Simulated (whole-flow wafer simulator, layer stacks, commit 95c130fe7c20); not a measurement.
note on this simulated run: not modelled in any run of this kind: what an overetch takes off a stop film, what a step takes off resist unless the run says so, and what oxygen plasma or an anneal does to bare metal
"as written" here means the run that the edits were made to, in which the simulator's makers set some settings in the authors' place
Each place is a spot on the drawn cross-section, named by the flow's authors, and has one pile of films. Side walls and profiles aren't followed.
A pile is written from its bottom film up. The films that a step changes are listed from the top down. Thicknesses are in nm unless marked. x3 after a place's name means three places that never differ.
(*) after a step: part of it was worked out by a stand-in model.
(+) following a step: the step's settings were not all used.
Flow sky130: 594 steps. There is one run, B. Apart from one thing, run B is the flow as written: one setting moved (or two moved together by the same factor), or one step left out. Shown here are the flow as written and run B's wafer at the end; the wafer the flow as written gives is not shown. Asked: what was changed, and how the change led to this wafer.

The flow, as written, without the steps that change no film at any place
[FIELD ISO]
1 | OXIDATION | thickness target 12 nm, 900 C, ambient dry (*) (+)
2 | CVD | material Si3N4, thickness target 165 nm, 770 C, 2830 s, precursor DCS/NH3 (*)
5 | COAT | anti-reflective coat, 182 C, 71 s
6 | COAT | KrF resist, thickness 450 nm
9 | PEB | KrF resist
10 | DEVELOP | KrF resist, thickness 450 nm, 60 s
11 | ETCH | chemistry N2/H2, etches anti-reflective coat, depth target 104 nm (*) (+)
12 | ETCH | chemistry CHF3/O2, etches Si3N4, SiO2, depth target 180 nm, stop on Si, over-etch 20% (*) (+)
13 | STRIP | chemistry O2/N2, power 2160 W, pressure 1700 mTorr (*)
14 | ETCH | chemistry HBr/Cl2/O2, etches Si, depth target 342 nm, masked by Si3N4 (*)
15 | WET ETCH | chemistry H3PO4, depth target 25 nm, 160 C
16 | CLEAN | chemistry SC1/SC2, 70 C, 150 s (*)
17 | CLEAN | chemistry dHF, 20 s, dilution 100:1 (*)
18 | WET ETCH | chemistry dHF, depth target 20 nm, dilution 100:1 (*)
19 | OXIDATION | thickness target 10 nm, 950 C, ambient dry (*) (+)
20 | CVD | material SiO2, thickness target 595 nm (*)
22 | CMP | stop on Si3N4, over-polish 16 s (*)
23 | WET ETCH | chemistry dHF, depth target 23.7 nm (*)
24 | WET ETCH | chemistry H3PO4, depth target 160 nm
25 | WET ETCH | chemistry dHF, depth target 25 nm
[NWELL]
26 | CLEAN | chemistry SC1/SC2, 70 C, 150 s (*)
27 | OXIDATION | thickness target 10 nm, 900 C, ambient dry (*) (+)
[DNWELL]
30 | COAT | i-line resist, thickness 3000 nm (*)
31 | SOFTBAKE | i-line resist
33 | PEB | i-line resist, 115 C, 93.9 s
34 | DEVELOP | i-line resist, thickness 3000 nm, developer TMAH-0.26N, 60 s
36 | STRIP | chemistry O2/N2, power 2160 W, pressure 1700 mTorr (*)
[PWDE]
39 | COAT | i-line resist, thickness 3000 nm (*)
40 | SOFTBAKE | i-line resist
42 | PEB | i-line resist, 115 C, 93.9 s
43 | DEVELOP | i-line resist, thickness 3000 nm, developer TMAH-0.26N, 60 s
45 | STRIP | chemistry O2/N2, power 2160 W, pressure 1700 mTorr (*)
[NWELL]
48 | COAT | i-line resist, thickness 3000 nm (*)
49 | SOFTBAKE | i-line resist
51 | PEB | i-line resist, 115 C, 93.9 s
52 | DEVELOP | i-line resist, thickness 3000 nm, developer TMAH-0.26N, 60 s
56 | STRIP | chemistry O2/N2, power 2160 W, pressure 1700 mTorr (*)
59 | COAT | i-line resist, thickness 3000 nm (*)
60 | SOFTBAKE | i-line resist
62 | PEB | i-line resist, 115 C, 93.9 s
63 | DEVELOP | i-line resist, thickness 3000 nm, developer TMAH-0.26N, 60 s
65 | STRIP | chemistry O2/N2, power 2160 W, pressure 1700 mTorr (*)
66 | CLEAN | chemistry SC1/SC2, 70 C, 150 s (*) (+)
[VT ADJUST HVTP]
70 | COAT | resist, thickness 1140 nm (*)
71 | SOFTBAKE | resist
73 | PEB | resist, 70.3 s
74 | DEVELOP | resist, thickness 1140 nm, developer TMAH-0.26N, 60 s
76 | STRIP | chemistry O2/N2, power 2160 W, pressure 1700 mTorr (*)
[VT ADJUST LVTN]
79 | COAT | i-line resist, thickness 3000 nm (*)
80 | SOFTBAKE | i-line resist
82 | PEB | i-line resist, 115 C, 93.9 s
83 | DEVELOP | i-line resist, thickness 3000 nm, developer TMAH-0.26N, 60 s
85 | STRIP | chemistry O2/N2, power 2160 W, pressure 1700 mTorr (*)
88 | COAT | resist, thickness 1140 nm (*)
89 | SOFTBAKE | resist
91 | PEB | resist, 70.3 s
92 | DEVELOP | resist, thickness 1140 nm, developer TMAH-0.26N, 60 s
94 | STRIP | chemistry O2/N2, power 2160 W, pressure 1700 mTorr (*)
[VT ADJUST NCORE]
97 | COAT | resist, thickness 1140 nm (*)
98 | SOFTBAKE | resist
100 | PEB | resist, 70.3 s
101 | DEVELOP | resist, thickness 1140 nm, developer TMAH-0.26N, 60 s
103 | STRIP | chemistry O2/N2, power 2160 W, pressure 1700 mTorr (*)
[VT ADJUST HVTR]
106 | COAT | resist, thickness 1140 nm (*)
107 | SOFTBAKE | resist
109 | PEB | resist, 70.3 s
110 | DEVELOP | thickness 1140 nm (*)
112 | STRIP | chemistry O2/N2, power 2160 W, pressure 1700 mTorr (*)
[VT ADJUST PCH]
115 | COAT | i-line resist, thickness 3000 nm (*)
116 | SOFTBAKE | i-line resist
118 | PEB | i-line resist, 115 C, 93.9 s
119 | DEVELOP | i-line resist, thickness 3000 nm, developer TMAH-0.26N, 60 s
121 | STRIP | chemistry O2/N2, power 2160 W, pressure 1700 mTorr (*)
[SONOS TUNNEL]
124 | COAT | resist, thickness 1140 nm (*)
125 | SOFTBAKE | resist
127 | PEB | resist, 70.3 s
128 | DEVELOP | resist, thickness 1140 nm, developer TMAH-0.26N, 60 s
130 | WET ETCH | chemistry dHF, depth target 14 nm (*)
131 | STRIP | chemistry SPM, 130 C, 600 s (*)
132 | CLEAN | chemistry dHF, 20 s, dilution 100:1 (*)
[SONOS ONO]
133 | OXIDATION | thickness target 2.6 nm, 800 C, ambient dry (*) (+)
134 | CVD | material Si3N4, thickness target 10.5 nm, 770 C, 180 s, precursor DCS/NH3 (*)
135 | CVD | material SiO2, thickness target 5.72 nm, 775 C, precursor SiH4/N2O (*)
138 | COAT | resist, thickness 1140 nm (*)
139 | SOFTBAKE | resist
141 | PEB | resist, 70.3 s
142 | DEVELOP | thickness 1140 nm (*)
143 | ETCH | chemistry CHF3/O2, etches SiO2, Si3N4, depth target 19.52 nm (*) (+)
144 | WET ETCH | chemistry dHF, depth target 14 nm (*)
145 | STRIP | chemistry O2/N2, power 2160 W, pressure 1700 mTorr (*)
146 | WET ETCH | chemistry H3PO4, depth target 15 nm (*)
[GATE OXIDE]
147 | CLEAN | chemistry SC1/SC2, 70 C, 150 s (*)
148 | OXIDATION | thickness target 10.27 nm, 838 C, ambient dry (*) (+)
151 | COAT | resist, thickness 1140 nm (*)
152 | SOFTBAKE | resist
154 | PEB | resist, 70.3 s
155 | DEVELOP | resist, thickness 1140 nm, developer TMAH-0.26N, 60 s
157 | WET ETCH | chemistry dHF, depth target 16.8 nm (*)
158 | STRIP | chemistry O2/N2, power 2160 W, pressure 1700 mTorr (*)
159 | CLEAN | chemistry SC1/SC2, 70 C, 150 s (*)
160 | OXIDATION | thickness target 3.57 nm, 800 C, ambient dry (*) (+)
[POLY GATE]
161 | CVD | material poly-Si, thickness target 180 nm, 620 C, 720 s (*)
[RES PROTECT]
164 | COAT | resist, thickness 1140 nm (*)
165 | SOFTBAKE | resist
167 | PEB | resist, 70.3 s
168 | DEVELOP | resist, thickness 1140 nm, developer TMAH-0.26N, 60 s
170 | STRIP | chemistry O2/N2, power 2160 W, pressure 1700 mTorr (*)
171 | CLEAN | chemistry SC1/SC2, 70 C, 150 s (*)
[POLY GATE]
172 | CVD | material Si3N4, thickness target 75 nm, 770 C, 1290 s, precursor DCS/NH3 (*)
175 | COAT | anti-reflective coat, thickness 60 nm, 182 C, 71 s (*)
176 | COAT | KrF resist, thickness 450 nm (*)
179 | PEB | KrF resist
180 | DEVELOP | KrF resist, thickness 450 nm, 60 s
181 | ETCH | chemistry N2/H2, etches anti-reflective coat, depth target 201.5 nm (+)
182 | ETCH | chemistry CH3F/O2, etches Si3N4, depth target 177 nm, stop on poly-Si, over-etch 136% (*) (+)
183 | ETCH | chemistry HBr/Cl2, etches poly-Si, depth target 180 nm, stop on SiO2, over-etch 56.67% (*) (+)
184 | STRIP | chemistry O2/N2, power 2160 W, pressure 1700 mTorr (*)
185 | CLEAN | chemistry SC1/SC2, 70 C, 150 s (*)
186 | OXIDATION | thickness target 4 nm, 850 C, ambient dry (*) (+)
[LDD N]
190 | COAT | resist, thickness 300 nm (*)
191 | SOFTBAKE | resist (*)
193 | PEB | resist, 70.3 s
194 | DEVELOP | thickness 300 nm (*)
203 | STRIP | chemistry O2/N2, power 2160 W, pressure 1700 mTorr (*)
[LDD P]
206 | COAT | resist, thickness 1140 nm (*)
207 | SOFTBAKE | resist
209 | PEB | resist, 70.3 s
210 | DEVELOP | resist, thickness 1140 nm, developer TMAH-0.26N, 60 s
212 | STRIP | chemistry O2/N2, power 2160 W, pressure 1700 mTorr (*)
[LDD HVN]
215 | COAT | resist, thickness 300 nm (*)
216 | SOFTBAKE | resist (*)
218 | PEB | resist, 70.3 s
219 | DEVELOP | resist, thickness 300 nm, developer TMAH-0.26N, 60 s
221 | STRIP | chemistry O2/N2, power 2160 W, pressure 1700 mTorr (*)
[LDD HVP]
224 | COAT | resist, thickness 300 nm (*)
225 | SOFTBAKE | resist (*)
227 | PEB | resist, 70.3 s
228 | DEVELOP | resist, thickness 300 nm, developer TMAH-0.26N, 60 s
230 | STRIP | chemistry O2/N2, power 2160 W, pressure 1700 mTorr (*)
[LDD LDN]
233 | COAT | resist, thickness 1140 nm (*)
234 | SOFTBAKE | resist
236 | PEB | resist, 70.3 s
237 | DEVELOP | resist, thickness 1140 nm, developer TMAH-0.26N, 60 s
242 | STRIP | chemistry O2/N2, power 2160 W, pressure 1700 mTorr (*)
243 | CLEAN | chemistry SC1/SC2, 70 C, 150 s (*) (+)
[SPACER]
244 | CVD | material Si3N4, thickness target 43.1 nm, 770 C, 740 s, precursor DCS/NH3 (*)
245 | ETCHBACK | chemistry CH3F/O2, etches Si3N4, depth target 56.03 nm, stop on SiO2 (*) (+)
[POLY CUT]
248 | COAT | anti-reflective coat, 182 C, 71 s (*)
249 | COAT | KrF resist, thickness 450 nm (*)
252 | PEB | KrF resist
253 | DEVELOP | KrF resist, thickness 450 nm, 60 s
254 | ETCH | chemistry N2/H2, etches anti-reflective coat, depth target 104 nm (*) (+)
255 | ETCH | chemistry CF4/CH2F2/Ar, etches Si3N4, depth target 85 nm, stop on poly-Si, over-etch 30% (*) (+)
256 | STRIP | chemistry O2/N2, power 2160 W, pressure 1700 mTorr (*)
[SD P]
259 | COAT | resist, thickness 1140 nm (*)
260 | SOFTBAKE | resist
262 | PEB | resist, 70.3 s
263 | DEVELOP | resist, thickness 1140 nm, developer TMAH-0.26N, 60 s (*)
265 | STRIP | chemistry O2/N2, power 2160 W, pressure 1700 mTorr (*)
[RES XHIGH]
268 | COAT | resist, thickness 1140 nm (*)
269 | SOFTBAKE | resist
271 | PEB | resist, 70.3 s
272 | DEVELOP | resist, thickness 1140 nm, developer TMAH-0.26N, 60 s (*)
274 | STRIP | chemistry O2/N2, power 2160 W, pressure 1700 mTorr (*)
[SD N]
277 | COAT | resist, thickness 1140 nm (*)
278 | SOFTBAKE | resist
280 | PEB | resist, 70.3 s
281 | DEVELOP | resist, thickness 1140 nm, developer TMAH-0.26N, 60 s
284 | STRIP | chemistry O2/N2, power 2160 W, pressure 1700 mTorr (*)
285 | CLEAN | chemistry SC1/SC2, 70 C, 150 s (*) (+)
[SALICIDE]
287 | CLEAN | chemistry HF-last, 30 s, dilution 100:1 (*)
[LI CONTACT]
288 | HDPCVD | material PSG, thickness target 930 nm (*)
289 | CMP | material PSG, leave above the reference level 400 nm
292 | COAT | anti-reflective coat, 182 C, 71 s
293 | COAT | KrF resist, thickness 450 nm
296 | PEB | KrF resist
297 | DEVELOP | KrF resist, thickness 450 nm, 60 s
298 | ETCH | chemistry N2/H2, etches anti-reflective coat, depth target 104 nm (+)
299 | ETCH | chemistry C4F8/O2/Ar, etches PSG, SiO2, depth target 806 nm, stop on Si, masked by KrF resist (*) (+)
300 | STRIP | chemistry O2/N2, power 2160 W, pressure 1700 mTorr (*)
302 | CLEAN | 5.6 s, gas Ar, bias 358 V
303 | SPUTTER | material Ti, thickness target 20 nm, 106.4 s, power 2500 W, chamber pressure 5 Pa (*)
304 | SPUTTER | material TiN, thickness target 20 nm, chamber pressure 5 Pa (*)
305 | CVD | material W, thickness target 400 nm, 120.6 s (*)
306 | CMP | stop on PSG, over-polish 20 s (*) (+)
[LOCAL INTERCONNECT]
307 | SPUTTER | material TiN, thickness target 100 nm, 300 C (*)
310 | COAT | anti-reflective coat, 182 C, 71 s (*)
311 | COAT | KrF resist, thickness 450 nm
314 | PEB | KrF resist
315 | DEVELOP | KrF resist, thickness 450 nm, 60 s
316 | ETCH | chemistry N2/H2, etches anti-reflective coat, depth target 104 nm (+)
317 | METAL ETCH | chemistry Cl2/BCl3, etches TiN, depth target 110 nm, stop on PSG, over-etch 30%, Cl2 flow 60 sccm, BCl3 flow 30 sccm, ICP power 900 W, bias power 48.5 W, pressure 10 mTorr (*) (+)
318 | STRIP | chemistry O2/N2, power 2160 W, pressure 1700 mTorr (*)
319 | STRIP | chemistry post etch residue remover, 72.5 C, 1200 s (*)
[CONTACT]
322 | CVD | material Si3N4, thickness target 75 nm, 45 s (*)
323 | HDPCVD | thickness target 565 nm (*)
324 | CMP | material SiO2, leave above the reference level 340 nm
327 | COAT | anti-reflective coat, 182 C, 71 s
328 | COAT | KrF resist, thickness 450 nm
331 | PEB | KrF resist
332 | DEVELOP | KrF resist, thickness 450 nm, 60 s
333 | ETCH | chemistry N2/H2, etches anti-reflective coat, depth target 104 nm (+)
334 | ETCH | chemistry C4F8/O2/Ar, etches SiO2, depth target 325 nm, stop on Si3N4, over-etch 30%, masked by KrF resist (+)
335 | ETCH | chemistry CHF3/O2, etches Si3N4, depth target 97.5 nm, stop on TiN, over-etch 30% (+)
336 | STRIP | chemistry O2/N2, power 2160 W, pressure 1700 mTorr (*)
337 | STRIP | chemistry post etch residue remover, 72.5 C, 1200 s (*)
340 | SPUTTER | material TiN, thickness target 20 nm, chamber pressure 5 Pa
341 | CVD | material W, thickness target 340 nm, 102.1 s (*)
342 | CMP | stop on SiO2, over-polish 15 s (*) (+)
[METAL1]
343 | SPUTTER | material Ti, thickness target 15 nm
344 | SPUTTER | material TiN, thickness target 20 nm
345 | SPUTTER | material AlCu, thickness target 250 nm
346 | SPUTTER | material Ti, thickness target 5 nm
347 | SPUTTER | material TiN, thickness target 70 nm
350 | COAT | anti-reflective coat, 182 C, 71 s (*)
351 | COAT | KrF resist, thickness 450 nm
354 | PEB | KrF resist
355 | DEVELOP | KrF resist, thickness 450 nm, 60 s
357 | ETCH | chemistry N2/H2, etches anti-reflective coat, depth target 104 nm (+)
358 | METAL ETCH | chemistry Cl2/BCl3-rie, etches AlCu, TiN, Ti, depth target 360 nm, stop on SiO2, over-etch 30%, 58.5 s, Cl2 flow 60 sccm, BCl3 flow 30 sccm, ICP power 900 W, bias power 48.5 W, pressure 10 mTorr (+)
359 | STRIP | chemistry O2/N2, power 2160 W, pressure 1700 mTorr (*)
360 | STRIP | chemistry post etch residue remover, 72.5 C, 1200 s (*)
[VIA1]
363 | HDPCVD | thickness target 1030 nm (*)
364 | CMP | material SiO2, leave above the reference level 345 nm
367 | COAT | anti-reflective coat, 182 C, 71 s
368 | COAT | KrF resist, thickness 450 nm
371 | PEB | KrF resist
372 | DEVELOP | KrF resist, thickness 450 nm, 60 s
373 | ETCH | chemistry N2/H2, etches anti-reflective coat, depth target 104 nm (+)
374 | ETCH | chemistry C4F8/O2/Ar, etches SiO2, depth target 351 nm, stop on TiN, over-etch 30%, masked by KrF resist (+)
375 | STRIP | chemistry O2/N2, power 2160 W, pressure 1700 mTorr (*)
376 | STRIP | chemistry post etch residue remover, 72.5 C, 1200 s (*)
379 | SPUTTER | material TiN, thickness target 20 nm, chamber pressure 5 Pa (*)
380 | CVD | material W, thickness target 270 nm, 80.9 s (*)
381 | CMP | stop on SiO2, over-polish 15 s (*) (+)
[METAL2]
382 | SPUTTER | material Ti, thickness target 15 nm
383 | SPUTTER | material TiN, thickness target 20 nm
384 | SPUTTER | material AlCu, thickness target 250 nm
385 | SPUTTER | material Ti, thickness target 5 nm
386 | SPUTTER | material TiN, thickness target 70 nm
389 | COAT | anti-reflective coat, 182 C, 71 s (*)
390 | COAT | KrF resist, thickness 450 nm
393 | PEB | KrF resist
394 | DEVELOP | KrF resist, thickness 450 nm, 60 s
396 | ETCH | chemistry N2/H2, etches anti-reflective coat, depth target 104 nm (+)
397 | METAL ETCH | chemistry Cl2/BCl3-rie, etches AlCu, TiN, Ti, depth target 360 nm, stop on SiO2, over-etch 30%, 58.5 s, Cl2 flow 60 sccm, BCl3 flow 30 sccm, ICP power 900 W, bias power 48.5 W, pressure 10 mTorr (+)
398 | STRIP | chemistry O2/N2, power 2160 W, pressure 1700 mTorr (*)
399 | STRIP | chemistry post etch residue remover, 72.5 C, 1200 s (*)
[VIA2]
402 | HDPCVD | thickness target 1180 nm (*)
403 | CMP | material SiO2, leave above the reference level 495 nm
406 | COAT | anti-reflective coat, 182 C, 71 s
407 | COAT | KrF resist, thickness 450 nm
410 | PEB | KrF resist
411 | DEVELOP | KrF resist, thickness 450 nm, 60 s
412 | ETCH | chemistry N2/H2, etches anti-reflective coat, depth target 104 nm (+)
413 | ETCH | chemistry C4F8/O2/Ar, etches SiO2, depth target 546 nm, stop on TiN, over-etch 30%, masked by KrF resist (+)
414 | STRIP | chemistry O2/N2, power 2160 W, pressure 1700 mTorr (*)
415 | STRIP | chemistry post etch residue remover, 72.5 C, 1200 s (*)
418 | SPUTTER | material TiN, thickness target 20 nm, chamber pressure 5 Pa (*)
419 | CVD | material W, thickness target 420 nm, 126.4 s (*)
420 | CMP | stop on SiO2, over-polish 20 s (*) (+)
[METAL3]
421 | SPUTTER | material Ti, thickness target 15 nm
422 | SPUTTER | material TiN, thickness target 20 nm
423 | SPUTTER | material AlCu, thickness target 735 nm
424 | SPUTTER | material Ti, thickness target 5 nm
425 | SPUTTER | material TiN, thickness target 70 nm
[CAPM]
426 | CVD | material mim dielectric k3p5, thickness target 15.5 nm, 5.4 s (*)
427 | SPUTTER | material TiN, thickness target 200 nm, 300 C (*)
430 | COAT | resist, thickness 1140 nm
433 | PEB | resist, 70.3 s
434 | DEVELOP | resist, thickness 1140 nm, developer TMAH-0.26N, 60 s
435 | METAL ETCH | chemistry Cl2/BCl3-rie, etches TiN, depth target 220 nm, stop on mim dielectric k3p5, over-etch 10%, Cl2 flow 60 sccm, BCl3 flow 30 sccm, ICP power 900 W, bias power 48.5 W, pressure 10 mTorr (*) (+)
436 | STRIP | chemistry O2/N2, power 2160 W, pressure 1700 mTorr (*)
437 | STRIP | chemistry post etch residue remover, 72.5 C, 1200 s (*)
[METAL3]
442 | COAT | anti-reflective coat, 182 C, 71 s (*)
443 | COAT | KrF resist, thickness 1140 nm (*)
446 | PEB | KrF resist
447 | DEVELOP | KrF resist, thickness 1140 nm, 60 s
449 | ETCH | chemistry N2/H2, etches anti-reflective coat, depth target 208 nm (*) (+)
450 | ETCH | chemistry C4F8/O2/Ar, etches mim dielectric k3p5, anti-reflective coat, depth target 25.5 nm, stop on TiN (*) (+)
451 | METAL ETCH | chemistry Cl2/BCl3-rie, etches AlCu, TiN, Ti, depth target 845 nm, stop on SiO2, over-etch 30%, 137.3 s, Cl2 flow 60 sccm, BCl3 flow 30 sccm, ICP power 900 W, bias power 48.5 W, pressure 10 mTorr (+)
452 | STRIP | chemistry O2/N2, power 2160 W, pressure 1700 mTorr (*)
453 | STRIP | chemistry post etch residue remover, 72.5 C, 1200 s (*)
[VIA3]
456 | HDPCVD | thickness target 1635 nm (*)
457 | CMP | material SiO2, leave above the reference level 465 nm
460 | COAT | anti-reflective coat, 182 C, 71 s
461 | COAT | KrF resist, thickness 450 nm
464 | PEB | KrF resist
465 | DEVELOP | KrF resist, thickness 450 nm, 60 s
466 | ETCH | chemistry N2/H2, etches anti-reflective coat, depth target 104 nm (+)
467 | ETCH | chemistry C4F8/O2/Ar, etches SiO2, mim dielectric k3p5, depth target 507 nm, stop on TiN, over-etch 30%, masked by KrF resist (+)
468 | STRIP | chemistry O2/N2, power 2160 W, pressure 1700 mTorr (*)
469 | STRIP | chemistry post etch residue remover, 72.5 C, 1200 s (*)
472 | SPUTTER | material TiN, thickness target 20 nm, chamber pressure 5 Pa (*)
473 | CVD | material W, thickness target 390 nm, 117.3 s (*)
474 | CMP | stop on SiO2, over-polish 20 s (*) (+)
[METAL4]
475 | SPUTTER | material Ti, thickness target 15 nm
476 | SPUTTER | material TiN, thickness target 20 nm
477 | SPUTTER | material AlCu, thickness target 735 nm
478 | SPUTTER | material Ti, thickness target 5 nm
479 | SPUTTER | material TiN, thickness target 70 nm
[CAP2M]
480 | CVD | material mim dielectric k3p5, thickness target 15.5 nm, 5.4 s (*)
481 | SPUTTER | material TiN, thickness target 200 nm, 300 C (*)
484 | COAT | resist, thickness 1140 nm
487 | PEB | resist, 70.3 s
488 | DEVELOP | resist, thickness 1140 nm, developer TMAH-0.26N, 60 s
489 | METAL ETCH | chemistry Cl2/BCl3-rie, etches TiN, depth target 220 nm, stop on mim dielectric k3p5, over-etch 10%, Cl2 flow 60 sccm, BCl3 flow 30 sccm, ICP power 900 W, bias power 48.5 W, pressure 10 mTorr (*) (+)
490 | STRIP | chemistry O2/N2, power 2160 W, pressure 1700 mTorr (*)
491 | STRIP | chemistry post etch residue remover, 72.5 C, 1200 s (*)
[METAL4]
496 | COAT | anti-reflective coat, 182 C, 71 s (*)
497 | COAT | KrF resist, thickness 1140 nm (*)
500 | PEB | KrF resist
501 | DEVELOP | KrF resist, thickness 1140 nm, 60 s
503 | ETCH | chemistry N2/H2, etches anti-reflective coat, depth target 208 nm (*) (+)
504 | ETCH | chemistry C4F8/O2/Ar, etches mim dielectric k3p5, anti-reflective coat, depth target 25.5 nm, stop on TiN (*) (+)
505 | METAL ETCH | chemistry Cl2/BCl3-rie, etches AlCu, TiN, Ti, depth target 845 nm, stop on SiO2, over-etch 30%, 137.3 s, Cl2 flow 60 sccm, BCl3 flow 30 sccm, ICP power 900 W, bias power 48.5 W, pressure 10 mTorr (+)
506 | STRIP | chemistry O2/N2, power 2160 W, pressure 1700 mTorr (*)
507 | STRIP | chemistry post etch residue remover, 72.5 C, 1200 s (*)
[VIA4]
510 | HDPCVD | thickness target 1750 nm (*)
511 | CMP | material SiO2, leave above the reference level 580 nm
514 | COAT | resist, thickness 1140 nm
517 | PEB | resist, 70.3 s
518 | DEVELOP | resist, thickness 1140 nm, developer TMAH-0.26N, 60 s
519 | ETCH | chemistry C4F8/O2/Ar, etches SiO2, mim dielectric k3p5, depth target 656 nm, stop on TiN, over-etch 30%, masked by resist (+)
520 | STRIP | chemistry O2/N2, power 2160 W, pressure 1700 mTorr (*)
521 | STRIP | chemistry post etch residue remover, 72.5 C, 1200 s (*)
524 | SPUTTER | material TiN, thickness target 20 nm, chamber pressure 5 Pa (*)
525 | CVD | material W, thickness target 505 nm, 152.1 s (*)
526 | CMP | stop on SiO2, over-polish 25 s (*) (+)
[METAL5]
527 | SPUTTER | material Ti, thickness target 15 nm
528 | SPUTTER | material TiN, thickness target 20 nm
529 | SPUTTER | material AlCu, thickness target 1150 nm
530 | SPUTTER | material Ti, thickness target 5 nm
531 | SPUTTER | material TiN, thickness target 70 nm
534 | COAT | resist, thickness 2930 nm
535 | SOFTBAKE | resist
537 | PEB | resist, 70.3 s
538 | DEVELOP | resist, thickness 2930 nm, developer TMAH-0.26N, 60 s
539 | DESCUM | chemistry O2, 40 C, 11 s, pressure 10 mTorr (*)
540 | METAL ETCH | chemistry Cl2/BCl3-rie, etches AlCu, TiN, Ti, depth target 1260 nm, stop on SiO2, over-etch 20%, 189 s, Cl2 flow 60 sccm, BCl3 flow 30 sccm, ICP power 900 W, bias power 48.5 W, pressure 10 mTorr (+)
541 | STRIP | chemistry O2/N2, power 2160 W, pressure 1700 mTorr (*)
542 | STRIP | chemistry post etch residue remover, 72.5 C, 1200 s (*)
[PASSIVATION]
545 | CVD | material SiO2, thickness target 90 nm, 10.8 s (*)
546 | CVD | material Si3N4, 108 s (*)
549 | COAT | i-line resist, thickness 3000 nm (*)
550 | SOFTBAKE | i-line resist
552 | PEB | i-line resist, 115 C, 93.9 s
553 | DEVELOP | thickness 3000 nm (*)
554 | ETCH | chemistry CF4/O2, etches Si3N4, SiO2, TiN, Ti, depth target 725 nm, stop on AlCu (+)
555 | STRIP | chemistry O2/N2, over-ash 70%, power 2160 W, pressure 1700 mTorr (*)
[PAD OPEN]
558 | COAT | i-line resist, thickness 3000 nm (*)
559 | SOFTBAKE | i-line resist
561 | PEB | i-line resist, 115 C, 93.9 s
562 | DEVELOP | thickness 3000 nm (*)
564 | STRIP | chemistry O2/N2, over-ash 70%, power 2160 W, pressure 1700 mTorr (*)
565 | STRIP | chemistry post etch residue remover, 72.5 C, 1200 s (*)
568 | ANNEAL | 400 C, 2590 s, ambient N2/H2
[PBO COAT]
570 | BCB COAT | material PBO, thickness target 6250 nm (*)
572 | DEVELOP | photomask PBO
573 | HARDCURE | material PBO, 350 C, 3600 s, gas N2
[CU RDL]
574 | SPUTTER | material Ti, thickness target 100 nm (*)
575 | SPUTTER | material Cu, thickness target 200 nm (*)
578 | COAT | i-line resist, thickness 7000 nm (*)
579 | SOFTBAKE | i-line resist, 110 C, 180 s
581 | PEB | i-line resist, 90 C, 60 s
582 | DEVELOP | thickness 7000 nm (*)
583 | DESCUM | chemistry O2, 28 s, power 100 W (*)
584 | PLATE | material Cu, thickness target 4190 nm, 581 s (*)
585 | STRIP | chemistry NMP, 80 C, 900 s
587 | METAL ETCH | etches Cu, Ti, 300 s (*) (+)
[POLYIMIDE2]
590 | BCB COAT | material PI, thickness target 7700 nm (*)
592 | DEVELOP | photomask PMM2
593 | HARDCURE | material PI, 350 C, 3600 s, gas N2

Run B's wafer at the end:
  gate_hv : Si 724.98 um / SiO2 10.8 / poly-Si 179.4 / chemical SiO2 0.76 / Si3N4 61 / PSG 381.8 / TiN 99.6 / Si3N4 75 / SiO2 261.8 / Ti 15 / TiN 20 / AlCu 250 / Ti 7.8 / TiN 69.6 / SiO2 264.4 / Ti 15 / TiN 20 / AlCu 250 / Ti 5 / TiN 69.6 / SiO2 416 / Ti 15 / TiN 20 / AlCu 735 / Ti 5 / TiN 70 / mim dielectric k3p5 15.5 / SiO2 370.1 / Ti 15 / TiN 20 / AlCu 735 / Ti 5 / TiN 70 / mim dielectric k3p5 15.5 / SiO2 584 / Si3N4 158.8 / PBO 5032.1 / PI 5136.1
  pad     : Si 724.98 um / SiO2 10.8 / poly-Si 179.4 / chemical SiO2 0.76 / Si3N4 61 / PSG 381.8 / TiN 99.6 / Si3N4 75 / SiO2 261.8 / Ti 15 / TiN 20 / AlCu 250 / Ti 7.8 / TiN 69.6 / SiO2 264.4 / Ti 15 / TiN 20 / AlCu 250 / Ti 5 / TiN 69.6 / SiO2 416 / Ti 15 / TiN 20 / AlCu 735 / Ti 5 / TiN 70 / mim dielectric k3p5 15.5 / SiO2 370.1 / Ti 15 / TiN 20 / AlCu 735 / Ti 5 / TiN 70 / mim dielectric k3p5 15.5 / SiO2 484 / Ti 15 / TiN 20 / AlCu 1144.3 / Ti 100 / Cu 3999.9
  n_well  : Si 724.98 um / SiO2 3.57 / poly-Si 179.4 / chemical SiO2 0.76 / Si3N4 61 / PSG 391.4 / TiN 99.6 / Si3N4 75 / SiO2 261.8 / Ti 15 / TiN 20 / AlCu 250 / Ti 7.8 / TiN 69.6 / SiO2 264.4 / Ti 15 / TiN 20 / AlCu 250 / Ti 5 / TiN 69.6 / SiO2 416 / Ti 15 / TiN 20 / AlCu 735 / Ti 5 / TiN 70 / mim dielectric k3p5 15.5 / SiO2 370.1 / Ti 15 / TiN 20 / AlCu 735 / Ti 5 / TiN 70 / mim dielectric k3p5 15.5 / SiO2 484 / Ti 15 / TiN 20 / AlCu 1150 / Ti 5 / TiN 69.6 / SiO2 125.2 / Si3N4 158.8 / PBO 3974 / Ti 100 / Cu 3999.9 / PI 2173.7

The reason: step 346, SPUTTER: thickness target 7.8 nm was run, though the flow has thickness target 5 nm.
The wafer lets one read it off: gate_hv has Ti 7.8, and step 346 as written asks for 5 nm.

How this came from the change, step by step:
  346 | SPUTTER | material Ti, thickness target 5 nm
      field, active, n_well and 188 more: +7.8 Ti (new film) (as written it would have been: +5 Ti (new film))
  358 | METAL ETCH | chemistry Cl2/BCl3-rie, etches AlCu, TiN, Ti, depth target 360 nm, stop on SiO2, over-etch 30%, 58.5 s, Cl2 flow 60 sccm, BCl3 flow 30 sccm, ICP power 900 W, bias power 48.5 W, pressure 10 mTorr (+)
      field, active, gate and 81 more: -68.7 TiN (all of it), -7.8 Ti (all of it), -250 AlCu (all of it), -20 TiN (all of it), -15 Ti (all of it), -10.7 SiO2 (as written it would have been: -68.7 TiN (all of it), -5 Ti (all of it), -250 AlCu (all of it), -20 TiN (all of it), -15 Ti (all of it), -10.9 SiO2)
